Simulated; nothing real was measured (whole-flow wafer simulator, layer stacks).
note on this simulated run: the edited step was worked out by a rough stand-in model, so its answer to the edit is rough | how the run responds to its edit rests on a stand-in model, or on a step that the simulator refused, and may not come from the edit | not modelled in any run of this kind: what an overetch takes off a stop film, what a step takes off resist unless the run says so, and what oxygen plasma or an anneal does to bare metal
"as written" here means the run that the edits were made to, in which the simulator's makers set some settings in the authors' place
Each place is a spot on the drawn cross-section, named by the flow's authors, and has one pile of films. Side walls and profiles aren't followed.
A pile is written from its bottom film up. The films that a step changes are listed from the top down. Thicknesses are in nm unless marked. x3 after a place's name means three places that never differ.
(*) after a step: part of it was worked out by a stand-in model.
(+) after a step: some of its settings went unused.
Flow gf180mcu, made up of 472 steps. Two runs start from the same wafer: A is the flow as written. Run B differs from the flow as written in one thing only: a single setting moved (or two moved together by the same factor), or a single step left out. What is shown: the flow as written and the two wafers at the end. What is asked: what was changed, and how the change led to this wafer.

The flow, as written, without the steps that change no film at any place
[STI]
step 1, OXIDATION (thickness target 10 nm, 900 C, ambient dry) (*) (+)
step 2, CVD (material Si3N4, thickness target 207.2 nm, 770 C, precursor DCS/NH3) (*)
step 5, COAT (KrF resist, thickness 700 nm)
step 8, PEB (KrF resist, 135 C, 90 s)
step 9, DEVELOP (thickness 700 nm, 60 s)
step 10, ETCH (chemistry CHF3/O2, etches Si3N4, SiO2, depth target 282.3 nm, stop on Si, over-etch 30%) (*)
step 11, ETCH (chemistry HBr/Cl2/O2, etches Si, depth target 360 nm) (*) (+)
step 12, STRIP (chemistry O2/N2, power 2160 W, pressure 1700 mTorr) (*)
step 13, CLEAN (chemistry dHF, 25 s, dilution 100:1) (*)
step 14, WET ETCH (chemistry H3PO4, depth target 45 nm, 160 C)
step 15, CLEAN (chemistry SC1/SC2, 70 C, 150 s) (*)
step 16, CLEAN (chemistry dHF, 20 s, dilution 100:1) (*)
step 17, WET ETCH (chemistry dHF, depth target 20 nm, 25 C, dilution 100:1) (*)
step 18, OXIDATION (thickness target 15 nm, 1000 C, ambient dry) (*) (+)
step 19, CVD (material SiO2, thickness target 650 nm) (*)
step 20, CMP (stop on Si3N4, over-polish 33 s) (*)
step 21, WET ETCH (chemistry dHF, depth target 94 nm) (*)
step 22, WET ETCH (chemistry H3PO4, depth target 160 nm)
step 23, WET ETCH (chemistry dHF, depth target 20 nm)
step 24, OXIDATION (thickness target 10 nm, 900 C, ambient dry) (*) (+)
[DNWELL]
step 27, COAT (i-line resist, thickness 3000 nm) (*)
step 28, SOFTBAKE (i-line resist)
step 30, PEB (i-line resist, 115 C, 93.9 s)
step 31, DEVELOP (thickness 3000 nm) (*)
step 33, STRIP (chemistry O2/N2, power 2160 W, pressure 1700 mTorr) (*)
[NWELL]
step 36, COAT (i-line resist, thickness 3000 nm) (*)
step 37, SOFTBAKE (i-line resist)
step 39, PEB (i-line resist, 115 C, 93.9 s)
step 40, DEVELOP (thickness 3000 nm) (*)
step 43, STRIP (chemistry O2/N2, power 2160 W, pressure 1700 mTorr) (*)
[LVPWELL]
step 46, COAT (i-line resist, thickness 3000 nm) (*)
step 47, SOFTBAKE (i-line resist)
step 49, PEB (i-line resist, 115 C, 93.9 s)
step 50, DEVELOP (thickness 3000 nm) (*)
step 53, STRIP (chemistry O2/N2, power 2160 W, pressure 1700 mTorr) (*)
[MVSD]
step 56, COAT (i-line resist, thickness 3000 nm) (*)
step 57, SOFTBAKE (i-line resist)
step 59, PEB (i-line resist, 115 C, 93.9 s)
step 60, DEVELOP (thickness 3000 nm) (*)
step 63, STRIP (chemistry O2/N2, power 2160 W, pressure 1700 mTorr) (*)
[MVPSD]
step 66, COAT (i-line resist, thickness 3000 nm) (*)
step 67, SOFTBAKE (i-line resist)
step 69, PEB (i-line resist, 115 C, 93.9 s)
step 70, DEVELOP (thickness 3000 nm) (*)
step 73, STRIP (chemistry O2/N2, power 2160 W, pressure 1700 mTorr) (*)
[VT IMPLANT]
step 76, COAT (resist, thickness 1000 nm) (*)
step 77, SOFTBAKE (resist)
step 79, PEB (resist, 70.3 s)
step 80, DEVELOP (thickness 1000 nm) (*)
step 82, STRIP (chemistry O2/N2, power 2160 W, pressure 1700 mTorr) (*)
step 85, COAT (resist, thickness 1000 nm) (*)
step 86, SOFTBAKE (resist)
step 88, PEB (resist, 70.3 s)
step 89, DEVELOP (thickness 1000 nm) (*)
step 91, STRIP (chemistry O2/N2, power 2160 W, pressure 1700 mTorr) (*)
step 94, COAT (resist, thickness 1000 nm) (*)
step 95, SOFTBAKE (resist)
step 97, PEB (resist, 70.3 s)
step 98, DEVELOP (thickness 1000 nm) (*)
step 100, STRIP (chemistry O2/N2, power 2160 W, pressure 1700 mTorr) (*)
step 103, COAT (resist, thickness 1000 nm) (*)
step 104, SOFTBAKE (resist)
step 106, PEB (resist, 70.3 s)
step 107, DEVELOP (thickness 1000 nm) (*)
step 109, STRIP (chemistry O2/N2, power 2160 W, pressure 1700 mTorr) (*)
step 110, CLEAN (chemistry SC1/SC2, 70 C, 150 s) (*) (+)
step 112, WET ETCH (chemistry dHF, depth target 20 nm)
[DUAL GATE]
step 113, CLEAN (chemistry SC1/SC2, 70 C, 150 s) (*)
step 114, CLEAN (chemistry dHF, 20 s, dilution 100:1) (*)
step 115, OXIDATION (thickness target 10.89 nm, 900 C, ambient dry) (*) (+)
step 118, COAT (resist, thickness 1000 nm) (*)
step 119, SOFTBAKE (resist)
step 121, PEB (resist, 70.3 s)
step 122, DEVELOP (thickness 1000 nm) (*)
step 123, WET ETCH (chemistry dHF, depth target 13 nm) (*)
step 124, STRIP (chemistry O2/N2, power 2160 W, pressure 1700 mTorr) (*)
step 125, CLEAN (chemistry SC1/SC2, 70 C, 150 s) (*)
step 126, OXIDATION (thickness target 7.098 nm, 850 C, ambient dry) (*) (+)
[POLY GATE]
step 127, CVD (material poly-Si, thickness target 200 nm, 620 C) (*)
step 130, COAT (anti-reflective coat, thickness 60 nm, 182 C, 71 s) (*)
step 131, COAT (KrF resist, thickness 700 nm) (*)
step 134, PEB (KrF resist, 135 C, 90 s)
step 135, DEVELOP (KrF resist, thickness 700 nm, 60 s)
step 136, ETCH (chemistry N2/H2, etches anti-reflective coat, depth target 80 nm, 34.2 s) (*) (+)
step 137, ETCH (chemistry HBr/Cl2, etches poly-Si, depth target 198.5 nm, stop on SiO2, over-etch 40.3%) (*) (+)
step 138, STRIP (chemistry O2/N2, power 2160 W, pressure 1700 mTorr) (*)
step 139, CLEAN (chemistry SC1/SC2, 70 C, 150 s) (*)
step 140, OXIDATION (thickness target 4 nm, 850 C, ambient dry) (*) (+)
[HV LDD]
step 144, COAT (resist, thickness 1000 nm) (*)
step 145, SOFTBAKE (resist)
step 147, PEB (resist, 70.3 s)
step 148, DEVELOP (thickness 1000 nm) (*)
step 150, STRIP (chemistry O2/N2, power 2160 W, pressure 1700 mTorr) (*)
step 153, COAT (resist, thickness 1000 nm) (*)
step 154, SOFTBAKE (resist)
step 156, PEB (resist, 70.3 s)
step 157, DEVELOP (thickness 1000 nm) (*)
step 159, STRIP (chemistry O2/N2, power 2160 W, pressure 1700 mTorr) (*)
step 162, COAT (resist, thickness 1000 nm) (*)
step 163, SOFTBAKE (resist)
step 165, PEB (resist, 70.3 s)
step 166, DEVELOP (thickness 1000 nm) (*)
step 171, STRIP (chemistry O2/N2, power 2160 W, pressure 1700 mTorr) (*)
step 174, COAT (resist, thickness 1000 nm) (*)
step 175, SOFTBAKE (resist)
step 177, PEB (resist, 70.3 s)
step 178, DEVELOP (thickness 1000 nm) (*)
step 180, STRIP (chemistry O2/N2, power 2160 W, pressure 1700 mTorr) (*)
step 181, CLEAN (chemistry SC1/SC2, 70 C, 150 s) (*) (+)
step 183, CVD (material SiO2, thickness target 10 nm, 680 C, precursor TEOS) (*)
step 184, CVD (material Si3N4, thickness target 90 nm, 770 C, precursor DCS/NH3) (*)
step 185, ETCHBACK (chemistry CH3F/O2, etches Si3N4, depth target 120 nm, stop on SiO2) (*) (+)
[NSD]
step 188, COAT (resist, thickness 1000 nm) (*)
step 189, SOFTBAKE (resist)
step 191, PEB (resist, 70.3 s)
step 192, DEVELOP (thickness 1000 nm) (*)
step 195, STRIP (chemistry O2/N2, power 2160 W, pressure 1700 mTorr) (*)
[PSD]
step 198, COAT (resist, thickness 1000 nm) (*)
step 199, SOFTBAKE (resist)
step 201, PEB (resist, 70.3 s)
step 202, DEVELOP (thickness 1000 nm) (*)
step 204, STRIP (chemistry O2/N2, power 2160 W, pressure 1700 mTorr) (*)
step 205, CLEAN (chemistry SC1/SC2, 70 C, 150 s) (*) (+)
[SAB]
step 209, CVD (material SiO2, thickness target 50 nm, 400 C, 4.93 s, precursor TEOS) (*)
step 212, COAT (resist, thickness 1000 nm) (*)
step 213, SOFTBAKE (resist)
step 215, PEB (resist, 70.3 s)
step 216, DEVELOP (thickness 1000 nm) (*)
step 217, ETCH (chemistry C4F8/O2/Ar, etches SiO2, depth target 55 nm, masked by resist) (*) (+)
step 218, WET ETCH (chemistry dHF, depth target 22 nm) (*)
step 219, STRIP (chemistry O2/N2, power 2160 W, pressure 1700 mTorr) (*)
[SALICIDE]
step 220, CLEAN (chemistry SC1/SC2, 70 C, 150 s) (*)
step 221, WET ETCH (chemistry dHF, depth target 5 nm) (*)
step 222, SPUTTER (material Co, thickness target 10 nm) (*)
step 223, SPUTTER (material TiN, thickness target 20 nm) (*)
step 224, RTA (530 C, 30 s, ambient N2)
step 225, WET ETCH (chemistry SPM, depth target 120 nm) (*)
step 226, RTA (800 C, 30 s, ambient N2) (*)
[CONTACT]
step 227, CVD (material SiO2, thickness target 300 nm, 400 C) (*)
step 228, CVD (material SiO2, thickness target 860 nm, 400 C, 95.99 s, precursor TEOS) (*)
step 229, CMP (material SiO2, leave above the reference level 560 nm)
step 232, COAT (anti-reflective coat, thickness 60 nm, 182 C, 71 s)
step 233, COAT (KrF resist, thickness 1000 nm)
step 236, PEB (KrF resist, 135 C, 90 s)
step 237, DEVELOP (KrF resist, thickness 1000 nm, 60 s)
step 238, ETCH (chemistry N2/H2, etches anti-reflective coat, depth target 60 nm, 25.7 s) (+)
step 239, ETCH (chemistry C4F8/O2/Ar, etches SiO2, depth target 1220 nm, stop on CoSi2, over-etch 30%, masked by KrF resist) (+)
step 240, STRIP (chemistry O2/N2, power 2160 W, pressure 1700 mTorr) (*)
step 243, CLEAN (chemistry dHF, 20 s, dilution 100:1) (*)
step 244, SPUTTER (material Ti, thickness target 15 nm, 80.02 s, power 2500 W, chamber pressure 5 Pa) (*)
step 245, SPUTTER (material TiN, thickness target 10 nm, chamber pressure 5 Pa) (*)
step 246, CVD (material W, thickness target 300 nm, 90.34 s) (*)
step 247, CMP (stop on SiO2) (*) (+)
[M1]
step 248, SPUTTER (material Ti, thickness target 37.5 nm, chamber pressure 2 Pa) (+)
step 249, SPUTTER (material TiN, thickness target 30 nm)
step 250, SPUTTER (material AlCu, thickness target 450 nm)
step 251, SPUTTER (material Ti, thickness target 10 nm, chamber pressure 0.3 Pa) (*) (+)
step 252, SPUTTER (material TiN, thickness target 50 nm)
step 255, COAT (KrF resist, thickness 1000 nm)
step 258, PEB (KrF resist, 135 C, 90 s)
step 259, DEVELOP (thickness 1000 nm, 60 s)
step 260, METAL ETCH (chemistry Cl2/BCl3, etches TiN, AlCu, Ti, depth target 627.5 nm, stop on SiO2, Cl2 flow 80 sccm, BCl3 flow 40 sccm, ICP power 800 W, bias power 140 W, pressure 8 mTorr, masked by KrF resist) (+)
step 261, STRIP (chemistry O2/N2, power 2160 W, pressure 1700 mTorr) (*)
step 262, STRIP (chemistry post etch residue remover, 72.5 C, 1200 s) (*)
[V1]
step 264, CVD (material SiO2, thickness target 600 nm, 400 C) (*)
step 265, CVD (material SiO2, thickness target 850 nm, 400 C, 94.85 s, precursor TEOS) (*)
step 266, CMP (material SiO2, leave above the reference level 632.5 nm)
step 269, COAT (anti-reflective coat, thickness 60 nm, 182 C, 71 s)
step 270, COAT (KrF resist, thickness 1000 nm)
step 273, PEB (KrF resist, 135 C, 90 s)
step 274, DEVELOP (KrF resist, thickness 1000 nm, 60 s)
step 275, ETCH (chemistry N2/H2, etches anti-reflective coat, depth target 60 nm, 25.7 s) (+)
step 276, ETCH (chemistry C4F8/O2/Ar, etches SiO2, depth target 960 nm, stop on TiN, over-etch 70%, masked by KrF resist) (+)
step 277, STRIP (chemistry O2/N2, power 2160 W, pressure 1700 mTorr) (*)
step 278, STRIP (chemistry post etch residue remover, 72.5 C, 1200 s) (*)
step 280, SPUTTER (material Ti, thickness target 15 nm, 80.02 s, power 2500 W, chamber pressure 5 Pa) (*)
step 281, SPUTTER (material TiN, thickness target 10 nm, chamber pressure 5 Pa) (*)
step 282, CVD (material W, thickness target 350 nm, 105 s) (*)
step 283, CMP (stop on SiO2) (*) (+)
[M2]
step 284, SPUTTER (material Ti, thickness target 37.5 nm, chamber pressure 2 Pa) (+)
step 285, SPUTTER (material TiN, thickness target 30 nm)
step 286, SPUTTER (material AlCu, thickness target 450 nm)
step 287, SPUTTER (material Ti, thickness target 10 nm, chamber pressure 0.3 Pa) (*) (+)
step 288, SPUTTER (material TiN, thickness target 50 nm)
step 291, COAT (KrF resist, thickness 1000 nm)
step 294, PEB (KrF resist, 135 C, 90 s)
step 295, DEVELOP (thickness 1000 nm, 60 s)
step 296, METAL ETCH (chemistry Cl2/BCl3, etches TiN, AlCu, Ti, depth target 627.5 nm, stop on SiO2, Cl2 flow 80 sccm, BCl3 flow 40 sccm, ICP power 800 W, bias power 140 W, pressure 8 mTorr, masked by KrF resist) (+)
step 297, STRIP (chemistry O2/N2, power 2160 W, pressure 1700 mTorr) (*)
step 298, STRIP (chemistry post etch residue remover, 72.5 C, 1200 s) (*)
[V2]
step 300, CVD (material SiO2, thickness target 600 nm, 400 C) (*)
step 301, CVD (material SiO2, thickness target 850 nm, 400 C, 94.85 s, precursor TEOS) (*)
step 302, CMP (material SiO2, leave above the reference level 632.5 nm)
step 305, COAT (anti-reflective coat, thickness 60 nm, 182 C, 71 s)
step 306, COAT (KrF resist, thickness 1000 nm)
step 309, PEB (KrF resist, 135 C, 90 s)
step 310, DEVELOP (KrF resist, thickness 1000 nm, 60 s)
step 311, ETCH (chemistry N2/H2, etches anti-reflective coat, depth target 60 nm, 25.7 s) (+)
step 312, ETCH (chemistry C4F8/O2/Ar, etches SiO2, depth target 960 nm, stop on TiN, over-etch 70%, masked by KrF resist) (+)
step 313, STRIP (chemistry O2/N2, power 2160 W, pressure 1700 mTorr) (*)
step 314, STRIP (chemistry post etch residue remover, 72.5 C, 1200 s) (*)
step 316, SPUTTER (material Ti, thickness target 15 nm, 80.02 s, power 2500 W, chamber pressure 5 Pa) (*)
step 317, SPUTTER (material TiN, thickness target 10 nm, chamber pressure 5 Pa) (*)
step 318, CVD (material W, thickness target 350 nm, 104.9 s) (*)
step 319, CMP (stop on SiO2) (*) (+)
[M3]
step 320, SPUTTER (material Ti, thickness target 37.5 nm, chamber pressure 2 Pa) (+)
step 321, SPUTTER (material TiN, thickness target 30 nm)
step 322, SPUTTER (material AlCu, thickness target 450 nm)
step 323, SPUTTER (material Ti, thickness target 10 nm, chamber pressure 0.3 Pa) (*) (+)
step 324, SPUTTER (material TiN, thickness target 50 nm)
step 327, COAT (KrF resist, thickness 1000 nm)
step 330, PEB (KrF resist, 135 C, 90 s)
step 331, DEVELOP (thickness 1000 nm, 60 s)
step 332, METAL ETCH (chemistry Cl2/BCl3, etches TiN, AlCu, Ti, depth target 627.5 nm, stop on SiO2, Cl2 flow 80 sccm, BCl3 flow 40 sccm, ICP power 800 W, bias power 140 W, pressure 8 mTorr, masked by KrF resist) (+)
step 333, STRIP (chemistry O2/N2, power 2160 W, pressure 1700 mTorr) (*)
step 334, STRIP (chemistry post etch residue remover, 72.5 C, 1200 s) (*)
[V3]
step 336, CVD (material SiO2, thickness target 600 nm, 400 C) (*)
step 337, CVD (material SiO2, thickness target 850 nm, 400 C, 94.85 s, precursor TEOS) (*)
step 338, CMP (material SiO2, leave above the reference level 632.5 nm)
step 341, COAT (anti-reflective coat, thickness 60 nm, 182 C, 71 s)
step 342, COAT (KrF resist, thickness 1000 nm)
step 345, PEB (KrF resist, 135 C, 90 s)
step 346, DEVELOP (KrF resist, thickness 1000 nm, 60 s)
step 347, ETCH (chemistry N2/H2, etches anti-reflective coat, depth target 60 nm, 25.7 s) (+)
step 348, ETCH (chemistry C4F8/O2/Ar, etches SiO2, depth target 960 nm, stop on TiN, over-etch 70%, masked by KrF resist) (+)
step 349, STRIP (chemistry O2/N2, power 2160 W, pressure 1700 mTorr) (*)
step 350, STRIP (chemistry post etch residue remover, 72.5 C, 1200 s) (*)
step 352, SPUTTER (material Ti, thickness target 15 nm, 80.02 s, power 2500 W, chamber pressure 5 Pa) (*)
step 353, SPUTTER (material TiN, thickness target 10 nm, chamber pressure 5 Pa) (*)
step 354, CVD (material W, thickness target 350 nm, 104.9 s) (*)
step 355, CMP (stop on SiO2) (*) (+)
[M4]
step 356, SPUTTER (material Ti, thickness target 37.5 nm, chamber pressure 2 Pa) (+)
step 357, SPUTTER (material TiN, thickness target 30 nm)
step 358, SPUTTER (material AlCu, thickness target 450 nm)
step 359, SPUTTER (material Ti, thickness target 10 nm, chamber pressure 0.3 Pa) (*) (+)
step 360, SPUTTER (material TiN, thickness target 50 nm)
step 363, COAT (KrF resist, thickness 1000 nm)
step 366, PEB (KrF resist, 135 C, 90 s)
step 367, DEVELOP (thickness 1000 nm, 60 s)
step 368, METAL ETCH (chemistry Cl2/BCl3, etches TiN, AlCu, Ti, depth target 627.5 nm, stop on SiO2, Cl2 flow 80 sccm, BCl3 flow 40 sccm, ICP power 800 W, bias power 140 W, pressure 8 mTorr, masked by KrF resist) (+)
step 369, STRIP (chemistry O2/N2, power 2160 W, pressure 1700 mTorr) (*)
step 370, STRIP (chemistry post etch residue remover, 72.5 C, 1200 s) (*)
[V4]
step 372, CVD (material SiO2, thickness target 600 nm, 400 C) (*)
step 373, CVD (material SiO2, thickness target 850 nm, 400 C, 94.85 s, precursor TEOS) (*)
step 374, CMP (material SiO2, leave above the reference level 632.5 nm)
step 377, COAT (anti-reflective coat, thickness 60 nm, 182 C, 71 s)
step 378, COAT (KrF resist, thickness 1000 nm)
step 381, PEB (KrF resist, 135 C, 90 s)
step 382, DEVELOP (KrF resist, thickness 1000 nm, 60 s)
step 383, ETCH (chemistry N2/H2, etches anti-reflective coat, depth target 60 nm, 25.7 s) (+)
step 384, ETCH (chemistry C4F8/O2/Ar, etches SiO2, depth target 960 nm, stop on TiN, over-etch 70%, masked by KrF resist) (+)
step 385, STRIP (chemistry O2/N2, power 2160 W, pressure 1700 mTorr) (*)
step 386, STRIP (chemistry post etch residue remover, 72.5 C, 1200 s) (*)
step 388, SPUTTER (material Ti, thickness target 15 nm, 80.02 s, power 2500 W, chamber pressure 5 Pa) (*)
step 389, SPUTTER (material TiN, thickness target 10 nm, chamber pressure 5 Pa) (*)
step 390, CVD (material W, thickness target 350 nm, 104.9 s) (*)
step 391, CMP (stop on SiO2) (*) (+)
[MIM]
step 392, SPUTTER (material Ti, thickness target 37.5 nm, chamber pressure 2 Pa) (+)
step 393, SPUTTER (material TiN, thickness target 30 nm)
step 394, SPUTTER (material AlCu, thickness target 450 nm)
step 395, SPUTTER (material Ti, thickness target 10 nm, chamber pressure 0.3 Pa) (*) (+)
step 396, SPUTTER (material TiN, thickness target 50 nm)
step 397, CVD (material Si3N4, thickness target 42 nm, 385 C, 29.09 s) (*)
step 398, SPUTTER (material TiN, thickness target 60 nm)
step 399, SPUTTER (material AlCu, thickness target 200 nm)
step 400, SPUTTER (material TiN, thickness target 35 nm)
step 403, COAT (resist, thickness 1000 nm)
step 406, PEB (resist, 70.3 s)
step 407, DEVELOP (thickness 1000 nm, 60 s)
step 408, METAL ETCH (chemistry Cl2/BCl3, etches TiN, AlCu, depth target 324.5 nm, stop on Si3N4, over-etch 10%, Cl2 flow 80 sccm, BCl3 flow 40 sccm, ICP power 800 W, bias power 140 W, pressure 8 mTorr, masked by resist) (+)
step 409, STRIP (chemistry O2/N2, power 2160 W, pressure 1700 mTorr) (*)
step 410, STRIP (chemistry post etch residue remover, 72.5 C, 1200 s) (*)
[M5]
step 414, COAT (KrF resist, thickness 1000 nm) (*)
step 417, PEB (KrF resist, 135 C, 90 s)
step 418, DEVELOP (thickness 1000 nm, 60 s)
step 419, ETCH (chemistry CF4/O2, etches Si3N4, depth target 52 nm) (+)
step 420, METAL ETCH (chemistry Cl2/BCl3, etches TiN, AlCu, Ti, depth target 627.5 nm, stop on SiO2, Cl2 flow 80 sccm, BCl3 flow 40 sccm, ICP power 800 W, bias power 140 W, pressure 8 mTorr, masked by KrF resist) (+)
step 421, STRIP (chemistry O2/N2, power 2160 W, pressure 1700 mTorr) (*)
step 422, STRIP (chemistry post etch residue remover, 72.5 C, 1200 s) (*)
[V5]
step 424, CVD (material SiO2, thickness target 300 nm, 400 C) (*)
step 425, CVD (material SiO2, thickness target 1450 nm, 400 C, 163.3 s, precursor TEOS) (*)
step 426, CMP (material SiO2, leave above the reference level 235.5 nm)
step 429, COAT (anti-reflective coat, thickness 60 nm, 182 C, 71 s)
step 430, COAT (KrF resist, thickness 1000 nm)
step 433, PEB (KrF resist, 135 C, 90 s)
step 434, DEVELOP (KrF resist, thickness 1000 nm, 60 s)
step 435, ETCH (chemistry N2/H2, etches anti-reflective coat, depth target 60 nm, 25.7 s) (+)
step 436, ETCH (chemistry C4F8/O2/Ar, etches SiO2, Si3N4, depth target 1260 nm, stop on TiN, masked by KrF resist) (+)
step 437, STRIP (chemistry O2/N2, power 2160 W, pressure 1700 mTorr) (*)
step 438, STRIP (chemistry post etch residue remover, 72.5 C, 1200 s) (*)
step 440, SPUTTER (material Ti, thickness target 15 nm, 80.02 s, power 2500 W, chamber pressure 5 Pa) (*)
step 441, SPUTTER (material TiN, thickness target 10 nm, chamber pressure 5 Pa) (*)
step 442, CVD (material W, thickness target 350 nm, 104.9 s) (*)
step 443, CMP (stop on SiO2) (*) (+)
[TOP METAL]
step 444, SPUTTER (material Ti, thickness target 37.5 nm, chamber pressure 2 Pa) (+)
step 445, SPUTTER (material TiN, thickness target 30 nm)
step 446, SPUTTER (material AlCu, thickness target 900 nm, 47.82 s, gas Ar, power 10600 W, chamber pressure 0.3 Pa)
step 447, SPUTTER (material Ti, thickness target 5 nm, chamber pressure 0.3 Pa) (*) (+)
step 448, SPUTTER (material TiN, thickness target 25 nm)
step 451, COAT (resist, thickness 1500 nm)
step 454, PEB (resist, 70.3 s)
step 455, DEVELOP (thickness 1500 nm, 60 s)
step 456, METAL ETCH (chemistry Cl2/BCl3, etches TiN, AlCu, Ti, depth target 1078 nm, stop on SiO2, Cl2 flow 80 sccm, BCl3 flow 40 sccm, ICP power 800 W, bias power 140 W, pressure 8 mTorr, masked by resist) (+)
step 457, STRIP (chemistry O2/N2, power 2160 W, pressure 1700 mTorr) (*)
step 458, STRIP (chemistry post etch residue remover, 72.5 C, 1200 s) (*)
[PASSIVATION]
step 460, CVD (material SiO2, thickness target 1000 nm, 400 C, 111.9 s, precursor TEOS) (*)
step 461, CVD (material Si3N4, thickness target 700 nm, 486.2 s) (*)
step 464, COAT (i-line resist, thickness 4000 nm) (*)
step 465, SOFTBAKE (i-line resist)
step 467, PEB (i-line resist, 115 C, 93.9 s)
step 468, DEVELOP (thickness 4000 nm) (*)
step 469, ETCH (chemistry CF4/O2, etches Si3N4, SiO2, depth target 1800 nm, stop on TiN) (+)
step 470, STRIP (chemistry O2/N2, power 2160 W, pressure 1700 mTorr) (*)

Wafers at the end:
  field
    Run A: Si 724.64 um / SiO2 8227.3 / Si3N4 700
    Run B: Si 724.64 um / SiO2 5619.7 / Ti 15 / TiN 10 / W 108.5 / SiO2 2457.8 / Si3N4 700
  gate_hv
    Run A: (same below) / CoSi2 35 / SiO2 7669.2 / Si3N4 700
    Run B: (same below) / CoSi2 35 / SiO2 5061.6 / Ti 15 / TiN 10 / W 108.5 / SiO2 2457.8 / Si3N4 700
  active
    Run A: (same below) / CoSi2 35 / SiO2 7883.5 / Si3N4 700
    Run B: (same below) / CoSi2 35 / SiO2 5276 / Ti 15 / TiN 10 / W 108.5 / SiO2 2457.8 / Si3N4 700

Cause: step 373, CVD: thickness target 374 nm was run, while the flow as written has thickness target 850 nm; step 373, CVD: 41.73 s was run, where the flow has 94.85 s.

The path from the change to this, step by step:
  step 373, CVD (material SiO2, thickness target 850 nm, 400 C, 94.85 s, precursor TEOS) (*)
      field, field__w1, field__w2 and 108 more: A +850 SiO2 | B +384 SiO2
  step 374, CMP (material SiO2, leave above the reference level 632.5 nm)
      field, field__w1, field__w2 and 103 more: A -300 SiO2 | B nothing
      field__w8, contact, m1, m1__w1, m1_nw: A -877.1 SiO2 | B -411.1 SiO2
  step 377, COAT (anti-reflective coat, thickness 60 nm, 182 C, 71 s)
      field: A +60 anti-reflective coat (new film) | B +132.5 anti-reflective coat (new film)
      field__w1: A +60 anti-reflective coat (new film) | B +89.2 anti-reflective coat (new film)
      (and at 20 other places as well)
  step 378, COAT (KrF resist, thickness 1000 nm)
      field: A +1000 KrF resist (new film) | B +970.3 KrF resist (new film)
      field__w1: A +1000 KrF resist (new film) | B +973.7 KrF resist (new film)
      (and at 13 other places as well)
  step 381, PEB (KrF resist, 135 C, 90 s)
      polyc_n, polyc_n_rim: A -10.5 KrF resist | B -12.1 KrF resist
      n_well: A -10.5 KrF resist | B -9.69 KrF resist
      (and at 7 other places as well)
  step 382, DEVELOP (KrF resist, thickness 1000 nm, 60 s)
      contact: A -989.5 KrF resist (all of it) | B -901.3 KrF resist (all of it)
  step 383, ETCH (chemistry N2/H2, etches anti-reflective coat, depth target 60 nm, 25.7 s) (+)
      contact: A -60 anti-reflective coat (all of it), -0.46 SiO2 | B -20.4 anti-reflective coat (all of it), -1.48 SiO2
  step 385, STRIP (chemistry O2/N2, power 2160 W, pressure 1700 mTorr) (*)
      field: A -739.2 KrF resist (all of it), -60 anti-reflective coat (all of it) | B -709.8 KrF resist (all of it), -132.5 anti-reflective coat (all of it)
      field__w1: A -739.2 KrF resist (all of it), -60 anti-reflective coat (all of it) | B -713.2 KrF resist (all of it), -89.2 anti-reflective coat (all of it)
      (and at 19 other places as well)
  step 388, SPUTTER (material Ti, thickness target 15 nm, 80.02 s, power 2500 W, chamber pressure 5 Pa) (*)
      contact: A +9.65 Ti (new film) | B +10.7 Ti (new film)
  step 389, SPUTTER (material TiN, thickness target 10 nm, chamber pressure 5 Pa) (*)
      contact: A +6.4 TiN (new film) | B +7.08 TiN (new film)
  step 390, CVD (material W, thickness target 350 nm, 104.9 s) (*)
      contact: A +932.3 W (new film) | B +764.6 W (new film)
  step 391, CMP (stop on SiO2) (*) (+)
      field, field__w1, field__w2 and 103 more: A -350 W (all of it), -10 TiN (all of it), -15 Ti (all of it), -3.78 SiO2 | B -229 W
      field__w8, m1, m1__w1, m1_nw: A -350 W (all of it), -10 TiN (all of it), -15 Ti (all of it), -3.78 SiO2 | B -350 W (all of it), -10 TiN (all of it), -15 Ti (all of it), -20 SiO2
      (and at 1 other place as well)
  step 420, METAL ETCH (chemistry Cl2/BCl3, etches TiN, AlCu, Ti, depth target 627.5 nm, stop on SiO2, Cl2 flow 80 sccm, BCl3 flow 40 sccm, ICP power 800 W, bias power 140 W, pressure 8 mTorr, masked by KrF resist) (+)
      field, field__w1, field__w2 and 101 more: A -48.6 TiN (all of it), -10 Ti (all of it), -450 AlCu (all of it), -30 TiN (all of it), -37.5 Ti (all of it) | B -48.6 TiN (all of it), -10 Ti (all of it), -450 AlCu (all of it), -30 TiN (all of it), -37.5 Ti (all of it), -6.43 W
  step 422, STRIP (chemistry post etch residue remover, 72.5 C, 1200 s) (*)
      field, field__w1, field__w2 and 101 more: A nothing | B -6.01 W
  step 424, CVD (material SiO2, thickness target 300 nm, 400 C) (*)
      field, field__w1, field__w2 and 101 more: A +300 SiO2 | B +300 SiO2 (new film)
  step 426, CMP (material SiO2, leave above the reference level 235.5 nm)
      field, field__w1, field__w5 and 92 more: A -300.8 SiO2 | B -288.4 SiO2
      field__w2, field__w3, field__w12 and 6 more: A -272.7 SiO2 | B -259.7 SiO2
Taking metal films that touch as one body, field has 1 body; the flow as written gives 0 bodies.
Taking metal films that touch as one body, gate_hv has 2 bodies (between them, from the top down: SiO2 5061.6); the flow as written gives 1 body.
Taking metal films that touch as one body, active has 2 bodies (between them, from the top down: SiO2 5276); the flow as written gives 1 body.
